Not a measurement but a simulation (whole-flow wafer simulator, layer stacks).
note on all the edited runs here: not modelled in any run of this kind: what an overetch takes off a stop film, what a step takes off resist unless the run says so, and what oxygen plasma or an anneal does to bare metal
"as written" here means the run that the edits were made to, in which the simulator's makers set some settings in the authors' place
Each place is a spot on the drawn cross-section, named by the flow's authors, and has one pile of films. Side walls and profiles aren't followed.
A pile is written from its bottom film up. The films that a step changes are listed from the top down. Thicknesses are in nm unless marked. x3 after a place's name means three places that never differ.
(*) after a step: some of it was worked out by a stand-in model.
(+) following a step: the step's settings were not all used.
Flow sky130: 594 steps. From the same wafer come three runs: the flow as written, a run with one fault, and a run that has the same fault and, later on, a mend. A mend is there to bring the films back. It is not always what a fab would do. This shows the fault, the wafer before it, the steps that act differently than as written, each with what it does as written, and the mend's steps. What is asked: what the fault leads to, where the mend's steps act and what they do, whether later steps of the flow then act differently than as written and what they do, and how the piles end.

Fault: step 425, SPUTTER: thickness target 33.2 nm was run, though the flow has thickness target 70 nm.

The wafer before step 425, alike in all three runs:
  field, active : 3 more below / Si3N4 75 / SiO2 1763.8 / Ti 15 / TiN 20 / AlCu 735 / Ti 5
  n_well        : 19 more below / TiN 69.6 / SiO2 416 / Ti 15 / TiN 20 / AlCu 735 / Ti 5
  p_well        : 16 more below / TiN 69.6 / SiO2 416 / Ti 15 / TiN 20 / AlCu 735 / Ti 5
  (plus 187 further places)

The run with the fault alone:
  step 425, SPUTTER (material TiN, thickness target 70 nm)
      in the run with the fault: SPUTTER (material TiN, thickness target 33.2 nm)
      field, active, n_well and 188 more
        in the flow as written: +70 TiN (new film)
        in the run with the fault: +33.2 TiN (new film)
  Later steps of the flow acting differently than as written (not shown: 18 more steps that differ only slightly, by at most 2% or 0.5 nm, whichever is larger):
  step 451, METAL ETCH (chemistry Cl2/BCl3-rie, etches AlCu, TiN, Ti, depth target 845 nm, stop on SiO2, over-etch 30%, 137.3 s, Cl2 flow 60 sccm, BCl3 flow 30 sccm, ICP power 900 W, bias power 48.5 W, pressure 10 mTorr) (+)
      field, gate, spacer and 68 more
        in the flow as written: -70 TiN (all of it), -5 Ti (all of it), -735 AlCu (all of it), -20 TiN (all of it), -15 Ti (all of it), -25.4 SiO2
        in the run with the fault: -33.2 TiN (all of it), -5 Ti (all of it), -735 AlCu (all of it), -20 TiN (all of it), -15 Ti (all of it), -29 SiO2
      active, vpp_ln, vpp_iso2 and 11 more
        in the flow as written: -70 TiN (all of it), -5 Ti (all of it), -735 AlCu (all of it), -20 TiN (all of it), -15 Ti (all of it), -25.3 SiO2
        in the run with the fault: -33.2 TiN (all of it), -5 Ti (all of it), -735 AlCu (all of it), -20 TiN (all of it), -15 Ti (all of it), -29 SiO2
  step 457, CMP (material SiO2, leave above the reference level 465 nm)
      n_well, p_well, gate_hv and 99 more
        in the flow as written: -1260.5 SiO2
        in the run with the fault: -1223.7 SiO2
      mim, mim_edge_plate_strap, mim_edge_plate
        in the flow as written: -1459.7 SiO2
        in the run with the fault: -1422.9 SiO2
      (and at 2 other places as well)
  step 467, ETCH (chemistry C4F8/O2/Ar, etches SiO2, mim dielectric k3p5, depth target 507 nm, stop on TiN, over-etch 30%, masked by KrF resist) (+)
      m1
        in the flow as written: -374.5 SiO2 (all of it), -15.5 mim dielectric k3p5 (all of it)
        in the run with the fault: -411.3 SiO2 (all of it), -15.5 mim dielectric k3p5 (all of it)
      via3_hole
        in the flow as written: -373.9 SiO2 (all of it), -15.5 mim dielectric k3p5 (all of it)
        in the run with the fault: -410.7 SiO2 (all of it), -15.5 mim dielectric k3p5 (all of it)
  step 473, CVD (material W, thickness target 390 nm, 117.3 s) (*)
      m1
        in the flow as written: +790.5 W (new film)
        in the run with the fault: +827.8 W (new film)
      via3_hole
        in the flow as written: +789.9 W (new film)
        in the run with the fault: +827.1 W (new film)
  At n_well, p_well, gate_hv and 104 more, the piles at the end differ from the flow's by more than 2% or 0.5 nm, whichever is larger.
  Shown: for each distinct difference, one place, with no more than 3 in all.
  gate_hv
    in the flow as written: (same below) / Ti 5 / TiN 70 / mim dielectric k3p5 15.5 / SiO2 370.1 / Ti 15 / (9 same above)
    in the run with the fault: (same below) / Ti 5 / TiN 33.2 / mim dielectric k3p5 15.5 / SiO2 406.9 / Ti 15 / (9 same above)
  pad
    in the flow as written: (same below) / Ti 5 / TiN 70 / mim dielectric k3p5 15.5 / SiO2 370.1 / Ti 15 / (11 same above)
    in the run with the fault: (same below) / Ti 5 / TiN 33.2 / mim dielectric k3p5 15.5 / SiO2 406.9 / Ti 15 / (11 same above)
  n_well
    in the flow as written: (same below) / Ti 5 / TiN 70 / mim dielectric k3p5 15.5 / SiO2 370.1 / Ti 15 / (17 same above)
    in the run with the fault: (same below) / Ti 5 / TiN 33.2 / mim dielectric k3p5 15.5 / SiO2 406.9 / Ti 15 / (17 same above)

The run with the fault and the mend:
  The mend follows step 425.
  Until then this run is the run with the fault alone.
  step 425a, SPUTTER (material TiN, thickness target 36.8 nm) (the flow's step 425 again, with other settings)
      field, active, n_well and 188 more
        +36.8 TiN
  Later steps of the flow that are run all act as written at every place that is followed.
  By the end, the piles equal the flow's at every place that both follow.
